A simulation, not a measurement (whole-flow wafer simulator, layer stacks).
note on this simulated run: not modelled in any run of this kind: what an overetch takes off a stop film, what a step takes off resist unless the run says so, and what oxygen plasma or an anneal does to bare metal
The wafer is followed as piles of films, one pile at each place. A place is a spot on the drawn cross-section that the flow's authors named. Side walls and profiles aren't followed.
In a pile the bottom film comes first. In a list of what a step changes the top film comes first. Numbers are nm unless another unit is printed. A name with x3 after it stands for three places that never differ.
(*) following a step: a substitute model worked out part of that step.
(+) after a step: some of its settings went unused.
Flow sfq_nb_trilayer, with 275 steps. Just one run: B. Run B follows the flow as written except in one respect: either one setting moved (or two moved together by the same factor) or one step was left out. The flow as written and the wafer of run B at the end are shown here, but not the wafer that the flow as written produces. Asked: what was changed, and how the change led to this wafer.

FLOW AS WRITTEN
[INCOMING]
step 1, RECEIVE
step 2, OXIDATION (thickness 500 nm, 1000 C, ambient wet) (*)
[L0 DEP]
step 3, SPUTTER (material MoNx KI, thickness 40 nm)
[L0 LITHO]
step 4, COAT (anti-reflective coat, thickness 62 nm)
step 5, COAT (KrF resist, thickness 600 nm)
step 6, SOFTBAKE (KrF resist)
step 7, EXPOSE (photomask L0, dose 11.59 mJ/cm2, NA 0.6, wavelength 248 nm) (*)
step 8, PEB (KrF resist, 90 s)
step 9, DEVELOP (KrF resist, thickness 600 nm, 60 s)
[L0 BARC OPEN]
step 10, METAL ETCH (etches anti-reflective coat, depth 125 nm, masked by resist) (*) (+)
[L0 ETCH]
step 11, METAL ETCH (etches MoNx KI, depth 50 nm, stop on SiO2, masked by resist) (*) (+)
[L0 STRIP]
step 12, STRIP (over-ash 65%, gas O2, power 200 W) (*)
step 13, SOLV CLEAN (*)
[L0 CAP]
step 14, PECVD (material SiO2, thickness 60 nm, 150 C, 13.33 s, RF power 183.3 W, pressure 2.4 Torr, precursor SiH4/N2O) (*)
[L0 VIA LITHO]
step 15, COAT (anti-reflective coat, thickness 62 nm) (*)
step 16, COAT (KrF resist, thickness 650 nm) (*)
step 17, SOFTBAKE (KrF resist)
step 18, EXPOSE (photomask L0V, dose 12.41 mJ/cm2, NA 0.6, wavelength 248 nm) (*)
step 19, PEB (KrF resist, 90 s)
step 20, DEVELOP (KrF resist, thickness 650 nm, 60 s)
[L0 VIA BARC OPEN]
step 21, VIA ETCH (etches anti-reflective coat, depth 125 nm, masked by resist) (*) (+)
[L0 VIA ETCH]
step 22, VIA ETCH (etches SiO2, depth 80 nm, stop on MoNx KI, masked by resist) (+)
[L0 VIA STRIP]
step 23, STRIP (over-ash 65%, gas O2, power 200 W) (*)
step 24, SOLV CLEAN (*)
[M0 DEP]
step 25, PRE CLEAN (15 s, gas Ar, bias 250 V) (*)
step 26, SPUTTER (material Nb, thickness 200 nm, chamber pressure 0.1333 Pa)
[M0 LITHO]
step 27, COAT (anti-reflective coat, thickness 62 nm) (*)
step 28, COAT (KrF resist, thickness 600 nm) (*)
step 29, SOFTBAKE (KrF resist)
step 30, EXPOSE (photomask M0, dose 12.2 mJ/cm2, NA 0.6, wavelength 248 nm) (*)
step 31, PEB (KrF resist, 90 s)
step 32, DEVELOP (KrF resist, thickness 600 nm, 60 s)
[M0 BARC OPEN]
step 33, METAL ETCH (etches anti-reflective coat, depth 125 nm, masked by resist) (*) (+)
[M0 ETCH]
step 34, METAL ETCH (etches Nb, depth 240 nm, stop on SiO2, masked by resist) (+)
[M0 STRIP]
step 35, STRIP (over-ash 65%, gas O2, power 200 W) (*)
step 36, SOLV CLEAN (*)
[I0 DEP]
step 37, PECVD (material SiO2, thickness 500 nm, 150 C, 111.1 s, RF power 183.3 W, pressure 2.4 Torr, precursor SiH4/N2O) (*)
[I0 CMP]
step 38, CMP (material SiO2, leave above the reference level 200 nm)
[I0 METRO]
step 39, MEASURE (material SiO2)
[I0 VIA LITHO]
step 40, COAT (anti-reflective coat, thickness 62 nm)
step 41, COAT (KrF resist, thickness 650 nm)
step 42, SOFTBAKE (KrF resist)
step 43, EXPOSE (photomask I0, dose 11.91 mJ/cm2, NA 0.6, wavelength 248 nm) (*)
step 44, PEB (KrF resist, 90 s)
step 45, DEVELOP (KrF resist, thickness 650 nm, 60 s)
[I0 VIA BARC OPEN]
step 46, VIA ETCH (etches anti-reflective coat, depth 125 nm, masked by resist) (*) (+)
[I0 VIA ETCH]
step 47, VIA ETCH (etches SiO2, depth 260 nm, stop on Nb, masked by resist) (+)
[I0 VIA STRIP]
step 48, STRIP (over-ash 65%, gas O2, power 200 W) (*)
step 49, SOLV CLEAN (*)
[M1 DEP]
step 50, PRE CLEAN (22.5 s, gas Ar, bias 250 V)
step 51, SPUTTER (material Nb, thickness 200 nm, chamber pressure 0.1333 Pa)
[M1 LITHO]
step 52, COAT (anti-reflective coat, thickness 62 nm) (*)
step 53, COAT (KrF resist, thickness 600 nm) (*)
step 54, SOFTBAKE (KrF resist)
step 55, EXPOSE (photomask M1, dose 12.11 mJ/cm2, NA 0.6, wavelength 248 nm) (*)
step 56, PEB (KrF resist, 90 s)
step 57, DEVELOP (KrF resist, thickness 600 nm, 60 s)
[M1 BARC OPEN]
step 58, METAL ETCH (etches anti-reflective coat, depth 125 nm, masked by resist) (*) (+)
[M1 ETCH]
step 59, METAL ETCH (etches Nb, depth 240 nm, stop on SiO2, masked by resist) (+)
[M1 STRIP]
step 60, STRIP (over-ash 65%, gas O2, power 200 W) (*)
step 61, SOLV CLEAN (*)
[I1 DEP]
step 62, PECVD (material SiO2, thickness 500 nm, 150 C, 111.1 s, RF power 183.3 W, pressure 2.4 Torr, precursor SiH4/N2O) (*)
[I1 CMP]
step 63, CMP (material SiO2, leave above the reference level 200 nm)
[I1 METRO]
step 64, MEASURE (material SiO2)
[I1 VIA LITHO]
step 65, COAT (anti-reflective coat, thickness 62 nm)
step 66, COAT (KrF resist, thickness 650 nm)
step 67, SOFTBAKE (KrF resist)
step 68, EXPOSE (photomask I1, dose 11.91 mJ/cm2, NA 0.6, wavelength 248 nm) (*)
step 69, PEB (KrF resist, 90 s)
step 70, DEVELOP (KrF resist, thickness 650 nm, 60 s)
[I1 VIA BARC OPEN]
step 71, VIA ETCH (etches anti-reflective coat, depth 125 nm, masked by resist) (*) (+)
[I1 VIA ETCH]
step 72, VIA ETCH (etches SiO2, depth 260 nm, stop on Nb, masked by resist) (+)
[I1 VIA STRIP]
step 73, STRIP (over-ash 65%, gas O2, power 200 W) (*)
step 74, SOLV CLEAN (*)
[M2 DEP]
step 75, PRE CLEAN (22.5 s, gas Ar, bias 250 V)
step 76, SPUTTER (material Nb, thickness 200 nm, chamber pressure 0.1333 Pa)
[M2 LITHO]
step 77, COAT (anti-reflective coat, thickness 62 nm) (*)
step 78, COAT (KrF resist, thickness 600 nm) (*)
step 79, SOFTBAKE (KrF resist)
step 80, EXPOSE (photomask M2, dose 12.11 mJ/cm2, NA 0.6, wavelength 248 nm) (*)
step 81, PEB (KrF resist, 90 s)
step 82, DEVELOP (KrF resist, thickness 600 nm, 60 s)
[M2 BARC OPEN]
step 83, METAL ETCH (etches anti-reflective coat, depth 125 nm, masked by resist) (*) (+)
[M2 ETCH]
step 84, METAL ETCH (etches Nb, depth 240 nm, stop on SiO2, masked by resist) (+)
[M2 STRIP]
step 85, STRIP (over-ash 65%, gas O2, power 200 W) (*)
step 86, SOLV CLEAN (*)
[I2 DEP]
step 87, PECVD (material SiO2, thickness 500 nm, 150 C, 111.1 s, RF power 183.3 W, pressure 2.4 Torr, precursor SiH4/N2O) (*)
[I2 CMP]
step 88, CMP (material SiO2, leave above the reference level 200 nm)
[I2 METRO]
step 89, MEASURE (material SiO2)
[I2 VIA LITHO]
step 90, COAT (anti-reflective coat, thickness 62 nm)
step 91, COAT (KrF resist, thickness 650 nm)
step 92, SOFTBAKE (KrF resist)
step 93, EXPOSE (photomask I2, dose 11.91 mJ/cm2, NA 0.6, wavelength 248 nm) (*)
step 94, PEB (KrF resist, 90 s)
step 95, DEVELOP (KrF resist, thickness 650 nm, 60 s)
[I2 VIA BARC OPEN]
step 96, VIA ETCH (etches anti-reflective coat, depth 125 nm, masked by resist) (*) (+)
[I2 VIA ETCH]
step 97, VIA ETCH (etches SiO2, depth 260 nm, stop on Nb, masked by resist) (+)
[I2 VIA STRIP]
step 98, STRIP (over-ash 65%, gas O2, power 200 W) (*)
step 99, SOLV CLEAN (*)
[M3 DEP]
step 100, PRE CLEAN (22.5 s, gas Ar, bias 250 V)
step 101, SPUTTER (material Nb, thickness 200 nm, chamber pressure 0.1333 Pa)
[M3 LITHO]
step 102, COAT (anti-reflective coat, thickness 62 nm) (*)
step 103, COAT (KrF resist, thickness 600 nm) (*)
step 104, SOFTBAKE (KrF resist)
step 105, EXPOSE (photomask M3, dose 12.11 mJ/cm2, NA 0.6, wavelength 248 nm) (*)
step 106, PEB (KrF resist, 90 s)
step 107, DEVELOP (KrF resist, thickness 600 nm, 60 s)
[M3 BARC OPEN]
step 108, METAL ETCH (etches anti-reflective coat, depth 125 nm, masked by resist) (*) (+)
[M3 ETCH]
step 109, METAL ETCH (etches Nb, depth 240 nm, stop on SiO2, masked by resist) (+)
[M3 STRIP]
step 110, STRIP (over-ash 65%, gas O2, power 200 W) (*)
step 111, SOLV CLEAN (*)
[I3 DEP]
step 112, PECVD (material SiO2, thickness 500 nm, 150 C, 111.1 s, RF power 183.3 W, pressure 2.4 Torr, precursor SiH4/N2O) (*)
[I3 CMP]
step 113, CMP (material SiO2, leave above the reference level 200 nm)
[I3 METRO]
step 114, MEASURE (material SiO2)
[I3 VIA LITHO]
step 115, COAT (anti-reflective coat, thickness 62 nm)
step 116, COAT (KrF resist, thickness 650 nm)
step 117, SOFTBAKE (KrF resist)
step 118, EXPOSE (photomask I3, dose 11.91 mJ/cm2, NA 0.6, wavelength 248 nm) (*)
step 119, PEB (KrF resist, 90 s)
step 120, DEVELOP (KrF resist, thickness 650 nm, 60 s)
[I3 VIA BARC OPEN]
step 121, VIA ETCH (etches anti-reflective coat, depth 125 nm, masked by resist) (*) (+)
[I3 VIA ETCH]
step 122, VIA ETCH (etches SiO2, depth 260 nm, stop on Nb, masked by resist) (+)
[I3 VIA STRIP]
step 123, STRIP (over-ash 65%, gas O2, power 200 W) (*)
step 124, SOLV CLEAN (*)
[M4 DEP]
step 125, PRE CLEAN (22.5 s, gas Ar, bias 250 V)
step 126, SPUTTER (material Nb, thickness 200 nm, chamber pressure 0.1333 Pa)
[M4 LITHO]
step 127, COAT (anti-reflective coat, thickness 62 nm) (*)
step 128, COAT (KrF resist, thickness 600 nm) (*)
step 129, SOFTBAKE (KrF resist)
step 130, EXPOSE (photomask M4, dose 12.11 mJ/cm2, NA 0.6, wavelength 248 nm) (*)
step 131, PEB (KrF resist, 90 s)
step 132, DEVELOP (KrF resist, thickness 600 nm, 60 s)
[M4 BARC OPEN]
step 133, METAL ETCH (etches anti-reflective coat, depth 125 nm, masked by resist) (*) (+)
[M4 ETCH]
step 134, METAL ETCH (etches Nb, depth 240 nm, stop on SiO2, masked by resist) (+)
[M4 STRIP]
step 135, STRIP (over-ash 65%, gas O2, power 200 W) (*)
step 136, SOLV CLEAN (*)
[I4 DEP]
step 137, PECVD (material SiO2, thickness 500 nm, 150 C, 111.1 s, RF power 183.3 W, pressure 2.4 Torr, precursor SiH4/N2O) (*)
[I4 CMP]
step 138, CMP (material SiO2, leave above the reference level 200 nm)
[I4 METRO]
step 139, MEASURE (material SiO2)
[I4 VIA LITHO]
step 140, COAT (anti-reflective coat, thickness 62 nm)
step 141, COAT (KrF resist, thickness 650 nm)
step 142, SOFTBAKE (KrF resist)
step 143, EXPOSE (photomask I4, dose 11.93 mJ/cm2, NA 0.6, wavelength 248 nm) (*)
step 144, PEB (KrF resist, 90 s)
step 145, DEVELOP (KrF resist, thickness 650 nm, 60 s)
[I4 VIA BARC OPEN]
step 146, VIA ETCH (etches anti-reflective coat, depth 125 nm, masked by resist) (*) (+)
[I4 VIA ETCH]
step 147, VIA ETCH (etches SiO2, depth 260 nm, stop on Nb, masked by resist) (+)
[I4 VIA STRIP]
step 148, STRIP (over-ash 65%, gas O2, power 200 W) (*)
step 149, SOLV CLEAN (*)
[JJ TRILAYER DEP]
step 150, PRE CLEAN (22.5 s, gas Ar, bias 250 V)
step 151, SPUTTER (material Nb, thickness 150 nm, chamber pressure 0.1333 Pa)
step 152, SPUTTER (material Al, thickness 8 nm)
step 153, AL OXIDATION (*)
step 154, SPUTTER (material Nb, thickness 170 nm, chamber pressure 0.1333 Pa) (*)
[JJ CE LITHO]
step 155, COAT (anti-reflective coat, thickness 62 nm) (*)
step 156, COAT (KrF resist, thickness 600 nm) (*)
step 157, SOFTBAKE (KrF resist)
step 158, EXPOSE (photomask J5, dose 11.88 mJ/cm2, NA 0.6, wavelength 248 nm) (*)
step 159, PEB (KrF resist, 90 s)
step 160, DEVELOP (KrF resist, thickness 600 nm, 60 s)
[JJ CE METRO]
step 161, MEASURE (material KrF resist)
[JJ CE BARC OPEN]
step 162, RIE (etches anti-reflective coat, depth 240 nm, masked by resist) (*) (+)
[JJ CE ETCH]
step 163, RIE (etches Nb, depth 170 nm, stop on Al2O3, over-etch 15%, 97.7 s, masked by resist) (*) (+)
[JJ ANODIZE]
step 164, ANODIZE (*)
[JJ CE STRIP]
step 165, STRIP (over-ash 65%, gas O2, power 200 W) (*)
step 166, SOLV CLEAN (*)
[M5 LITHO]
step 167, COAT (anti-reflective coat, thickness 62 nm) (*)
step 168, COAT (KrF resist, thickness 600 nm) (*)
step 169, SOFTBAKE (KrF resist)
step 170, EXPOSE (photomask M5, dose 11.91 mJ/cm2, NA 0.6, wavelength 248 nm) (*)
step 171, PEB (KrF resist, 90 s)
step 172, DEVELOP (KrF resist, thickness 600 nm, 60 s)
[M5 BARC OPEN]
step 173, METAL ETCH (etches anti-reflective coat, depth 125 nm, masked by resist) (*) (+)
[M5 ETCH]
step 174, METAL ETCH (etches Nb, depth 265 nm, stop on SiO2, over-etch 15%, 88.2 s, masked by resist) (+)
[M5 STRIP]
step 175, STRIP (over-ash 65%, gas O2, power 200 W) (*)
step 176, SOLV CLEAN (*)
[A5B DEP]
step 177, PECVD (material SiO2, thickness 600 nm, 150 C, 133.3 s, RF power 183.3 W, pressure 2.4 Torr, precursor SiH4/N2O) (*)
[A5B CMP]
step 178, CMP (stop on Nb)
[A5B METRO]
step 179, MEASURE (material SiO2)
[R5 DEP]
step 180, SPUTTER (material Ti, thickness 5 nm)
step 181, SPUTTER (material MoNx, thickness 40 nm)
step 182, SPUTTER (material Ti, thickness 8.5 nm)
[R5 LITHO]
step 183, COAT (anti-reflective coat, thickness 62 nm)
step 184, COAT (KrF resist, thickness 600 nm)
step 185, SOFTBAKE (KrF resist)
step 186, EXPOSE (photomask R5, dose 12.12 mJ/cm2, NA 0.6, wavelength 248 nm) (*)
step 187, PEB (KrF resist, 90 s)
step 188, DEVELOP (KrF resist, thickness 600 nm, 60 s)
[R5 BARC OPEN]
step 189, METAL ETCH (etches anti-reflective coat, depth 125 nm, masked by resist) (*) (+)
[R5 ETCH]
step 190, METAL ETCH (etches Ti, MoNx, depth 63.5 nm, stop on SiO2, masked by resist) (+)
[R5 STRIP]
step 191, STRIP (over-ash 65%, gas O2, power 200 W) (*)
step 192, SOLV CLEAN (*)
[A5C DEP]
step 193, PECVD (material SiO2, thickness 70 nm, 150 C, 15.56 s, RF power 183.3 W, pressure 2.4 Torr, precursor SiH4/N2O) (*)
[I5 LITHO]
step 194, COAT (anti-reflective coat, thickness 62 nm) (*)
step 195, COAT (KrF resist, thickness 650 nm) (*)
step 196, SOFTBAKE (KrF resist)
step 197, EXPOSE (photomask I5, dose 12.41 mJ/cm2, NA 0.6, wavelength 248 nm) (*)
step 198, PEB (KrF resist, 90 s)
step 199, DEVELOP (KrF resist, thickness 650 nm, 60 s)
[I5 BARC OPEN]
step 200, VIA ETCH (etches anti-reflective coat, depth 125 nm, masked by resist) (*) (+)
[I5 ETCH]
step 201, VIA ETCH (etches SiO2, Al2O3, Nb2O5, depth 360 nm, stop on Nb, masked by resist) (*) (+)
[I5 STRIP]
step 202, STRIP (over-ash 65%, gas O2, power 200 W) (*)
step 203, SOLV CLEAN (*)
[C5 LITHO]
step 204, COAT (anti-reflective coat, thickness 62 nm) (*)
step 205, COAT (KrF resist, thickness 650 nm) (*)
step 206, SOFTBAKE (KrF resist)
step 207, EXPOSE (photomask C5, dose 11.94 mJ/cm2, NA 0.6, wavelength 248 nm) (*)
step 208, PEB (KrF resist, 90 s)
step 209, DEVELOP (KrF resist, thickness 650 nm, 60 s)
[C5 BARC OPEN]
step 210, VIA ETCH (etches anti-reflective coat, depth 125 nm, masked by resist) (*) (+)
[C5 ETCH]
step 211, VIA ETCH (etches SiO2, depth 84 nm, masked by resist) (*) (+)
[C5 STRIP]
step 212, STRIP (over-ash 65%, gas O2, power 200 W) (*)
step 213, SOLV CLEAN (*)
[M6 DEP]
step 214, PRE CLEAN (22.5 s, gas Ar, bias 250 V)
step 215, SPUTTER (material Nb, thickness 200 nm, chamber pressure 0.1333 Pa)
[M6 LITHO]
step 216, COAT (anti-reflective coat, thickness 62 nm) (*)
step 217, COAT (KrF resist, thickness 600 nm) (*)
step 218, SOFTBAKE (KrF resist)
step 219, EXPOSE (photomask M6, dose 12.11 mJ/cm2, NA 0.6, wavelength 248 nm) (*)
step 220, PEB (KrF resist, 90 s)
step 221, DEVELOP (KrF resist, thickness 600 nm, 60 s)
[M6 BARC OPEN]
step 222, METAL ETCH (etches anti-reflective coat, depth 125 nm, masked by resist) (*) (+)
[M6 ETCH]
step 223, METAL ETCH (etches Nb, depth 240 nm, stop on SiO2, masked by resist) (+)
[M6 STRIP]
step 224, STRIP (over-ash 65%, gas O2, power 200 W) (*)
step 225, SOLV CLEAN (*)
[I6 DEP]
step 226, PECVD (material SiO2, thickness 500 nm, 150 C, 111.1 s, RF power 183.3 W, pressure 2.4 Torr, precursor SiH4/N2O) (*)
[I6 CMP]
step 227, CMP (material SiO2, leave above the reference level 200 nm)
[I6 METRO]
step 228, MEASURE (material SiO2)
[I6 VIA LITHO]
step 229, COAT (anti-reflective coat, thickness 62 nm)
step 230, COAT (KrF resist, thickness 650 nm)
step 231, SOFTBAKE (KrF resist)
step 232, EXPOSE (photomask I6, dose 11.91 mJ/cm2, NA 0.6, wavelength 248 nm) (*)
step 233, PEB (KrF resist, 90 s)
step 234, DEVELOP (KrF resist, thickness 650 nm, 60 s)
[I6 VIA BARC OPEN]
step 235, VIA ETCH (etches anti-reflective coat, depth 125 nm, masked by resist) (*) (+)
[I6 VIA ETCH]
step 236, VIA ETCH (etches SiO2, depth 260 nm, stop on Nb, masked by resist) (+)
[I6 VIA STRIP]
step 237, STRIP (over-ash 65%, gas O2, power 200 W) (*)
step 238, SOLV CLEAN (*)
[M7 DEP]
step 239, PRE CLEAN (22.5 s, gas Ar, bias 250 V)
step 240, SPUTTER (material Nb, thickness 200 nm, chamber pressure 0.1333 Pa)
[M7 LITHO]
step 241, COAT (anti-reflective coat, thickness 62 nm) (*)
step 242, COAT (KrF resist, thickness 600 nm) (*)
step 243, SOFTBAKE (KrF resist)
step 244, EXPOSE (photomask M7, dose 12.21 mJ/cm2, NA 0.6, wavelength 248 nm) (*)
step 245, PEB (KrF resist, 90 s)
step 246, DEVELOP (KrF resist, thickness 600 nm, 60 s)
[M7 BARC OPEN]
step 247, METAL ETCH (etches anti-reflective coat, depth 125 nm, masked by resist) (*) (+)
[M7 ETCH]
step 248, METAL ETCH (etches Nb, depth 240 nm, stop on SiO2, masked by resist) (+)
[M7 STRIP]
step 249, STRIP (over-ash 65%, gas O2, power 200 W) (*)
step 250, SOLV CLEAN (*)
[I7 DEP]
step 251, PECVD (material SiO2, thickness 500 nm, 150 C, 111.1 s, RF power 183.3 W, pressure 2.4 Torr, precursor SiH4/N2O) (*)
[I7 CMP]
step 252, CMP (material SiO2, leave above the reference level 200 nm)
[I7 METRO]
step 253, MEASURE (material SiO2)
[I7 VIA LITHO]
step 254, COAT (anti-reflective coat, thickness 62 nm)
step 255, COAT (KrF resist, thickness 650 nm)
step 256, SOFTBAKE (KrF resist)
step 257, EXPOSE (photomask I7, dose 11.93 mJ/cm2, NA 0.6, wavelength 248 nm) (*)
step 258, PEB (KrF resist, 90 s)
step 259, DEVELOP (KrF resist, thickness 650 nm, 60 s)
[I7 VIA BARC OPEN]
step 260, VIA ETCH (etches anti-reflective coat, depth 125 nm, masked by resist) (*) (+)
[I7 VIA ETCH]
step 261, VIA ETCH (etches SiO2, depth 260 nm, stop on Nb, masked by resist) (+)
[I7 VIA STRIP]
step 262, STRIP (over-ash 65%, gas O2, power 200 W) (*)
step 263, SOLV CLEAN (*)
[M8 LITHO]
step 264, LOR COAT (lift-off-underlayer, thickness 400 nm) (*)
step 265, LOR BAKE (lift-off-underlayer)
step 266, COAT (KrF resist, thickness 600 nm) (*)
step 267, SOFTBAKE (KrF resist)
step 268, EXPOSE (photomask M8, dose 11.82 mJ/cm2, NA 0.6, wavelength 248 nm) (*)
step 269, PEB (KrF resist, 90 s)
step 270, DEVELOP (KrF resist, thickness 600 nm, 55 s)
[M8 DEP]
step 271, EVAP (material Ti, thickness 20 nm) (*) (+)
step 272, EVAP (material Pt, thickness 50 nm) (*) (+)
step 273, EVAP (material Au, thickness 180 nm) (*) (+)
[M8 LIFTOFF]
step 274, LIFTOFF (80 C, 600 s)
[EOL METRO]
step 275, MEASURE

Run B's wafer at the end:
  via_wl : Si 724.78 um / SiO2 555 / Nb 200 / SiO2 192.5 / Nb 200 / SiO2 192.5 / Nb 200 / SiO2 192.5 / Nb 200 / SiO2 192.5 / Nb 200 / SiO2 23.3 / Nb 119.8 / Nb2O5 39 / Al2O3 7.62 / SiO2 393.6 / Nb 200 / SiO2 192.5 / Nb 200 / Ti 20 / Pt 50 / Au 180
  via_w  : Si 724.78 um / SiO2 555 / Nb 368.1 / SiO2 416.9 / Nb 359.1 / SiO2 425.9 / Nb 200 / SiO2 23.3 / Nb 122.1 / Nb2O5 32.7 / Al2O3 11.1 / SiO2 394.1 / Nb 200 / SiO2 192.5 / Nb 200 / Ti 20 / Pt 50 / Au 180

The reason: step 147, VIA ETCH: depth 169 nm was run, while the flow as written has depth 260 nm.

Step by step, how the change led to this:
  step 147, VIA ETCH (etches SiO2, depth 260 nm, stop on Nb, masked by resist) (+)
      via_wl, via_w, via_wr: -169 SiO2 (in the flow as written it would be: -199.8 SiO2 (all of it))
      field_l, v_sur, via_sp and 100 more: -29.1 KrF resist (in the flow as written it would be: -44.8 KrF resist)
  step 148, STRIP (over-ash 65%, gas O2, power 200 W) (*)
      field_l, v_sur, via_sp and 100 more: -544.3 KrF resist (all of it), -62 anti-reflective coat (all of it) (in the flow as written it would be: -528.6 KrF resist (all of it), -62 anti-reflective coat (all of it))
  step 150, PRE CLEAN (22.5 s, gas Ar, bias 250 V)
      via_wl, via_w, via_wr: -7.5 SiO2 (in the flow as written it would be: -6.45 Nb)
  step 151, SPUTTER (material Nb, thickness 150 nm, chamber pressure 0.1333 Pa)
      via_wl, via_w, via_wr: +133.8 Nb (new film) (in the flow as written it would be: +130.4 Nb)
  step 154, SPUTTER (material Nb, thickness 170 nm, chamber pressure 0.1333 Pa) (*)
      via_wl, via_wr: +145.9 Nb (new film) (in the flow as written it would be: +140.7 Nb (new film))
      via_w: +146.2 Nb (new film) (in the flow as written it would be: +141 Nb (new film))
  step 155, COAT (anti-reflective coat, thickness 62 nm) (*)
      via_wl, via_wr: +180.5 anti-reflective coat (new film) (in the flow as written it would be: +209.4 anti-reflective coat (new film))
      v_sur: +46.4 anti-reflective coat (new film) (in the flow as written it would be: +45.1 anti-reflective coat (new film))
      (also at 1 further place)
  step 156, COAT (KrF resist, thickness 600 nm) (*)
      via_w: +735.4 KrF resist (new film) (in the flow as written it would be: +763.8 KrF resist (new film))
  step 160, DEVELOP (KrF resist, thickness 600 nm, 60 s)
      via_w: -733.9 KrF resist (all of it) (in the flow as written it would be: -762.1 KrF resist (all of it))
  step 162, RIE (etches anti-reflective coat, depth 240 nm, masked by resist) (*) (+)
      ce_l, c5j, ce_r, wl_jj: -180.5 KrF resist (in the flow as written it would be: -209.4 KrF resist)
      via_wl, via_wr: -180.5 anti-reflective coat (all of it) (in the flow as written it would be: -209.4 anti-reflective coat (all of it))
      (also at 2 further places)
  step 163, RIE (etches Nb, depth 170 nm, stop on Al2O3, over-etch 15%, 97.7 s, masked by resist) (*) (+)
      via_wl, via_wr: -145.9 Nb (all of it), -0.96 Al2O3 (all of it) (in the flow as written it would be: -140.7 Nb (all of it), -0.96 Al2O3 (all of it))
      via_w: -146.2 Nb (all of it), -0.96 Al2O3 (all of it) (in the flow as written it would be: -141 Nb (all of it), -0.96 Al2O3 (all of it))
  step 165, STRIP (over-ash 65%, gas O2, power 200 W) (*)
      c5j, ce_r: -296 KrF resist (all of it), -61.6 anti-reflective coat (all of it) (in the flow as written it would be: -266.9 KrF resist (all of it), -61.5 anti-reflective coat (all of it))
      ce_l: -295.9 KrF resist (all of it), -61.5 anti-reflective coat (all of it) (in the flow as written it would be: -266.8 KrF resist (all of it), -61.4 anti-reflective coat (all of it))
      (also at 1 further place)
  step 167, COAT (anti-reflective coat, thickness 62 nm) (*)
      via_wl: +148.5 anti-reflective coat (new film) (in the flow as written it would be: +170.5 anti-reflective coat (new film))
      via_w: +82.4 anti-reflective coat (new film) (in the flow as written it would be: +84.1 anti-reflective coat (new film))
      (also at 3 further places)
  step 168, COAT (KrF resist, thickness 600 nm) (*)
      via_w: +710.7 KrF resist (new film) (in the flow as written it would be: +732.6 KrF resist (new film))
  step 175, STRIP (over-ash 65%, gas O2, power 200 W) (*)
      via_wl: -423.7 KrF resist (all of it), -148.5 anti-reflective coat (all of it) (in the flow as written it would be: -427 KrF resist (all of it), -170.5 anti-reflective coat (all of it))
      via_w: -481.6 KrF resist (all of it), -82.4 anti-reflective coat (all of it) (in the flow as written it would be: -503.5 KrF resist (all of it), -84.1 anti-reflective coat (all of it))
      (also at 3 further places)
  step 178, CMP (stop on Nb)
      via_wl, via_wr: -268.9 SiO2 (in the flow as written it would be: -235.7 SiO2)
      via_w: -268.4 SiO2 (in the flow as written it would be: -235.2 SiO2)
If metal films that touch count as one body, via_wl has 8 bodies (between them, from the top down: SiO2 192.5; SiO2 393.6 / Al2O3 7.62 / Nb2O5 39; SiO2 23.3; SiO2 192.5; SiO2 192.5; SiO2 192.5; SiO2 192.5); the flow as written gives 7 bodies (between them, from the top down: SiO2 192.5; SiO2 426.8 / Al2O3 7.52 / Nb2O5 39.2; SiO2 192.5; SiO2 192.5; SiO2 192.5; SiO2 192.5).
If metal films that touch count as one body, via_w has 6 bodies (between them, from the top down: SiO2 192.5; SiO2 394.1 / Al2O3 11.1 / Nb2O5 32.7; SiO2 23.3; SiO2 425.9; SiO2 416.9); the flow as written gives 5 bodies (between them, from the top down: SiO2 192.5; SiO2 427.3 / Al2O3 10.8 / Nb2O5 33.3; SiO2 425.9; SiO2 416.9).
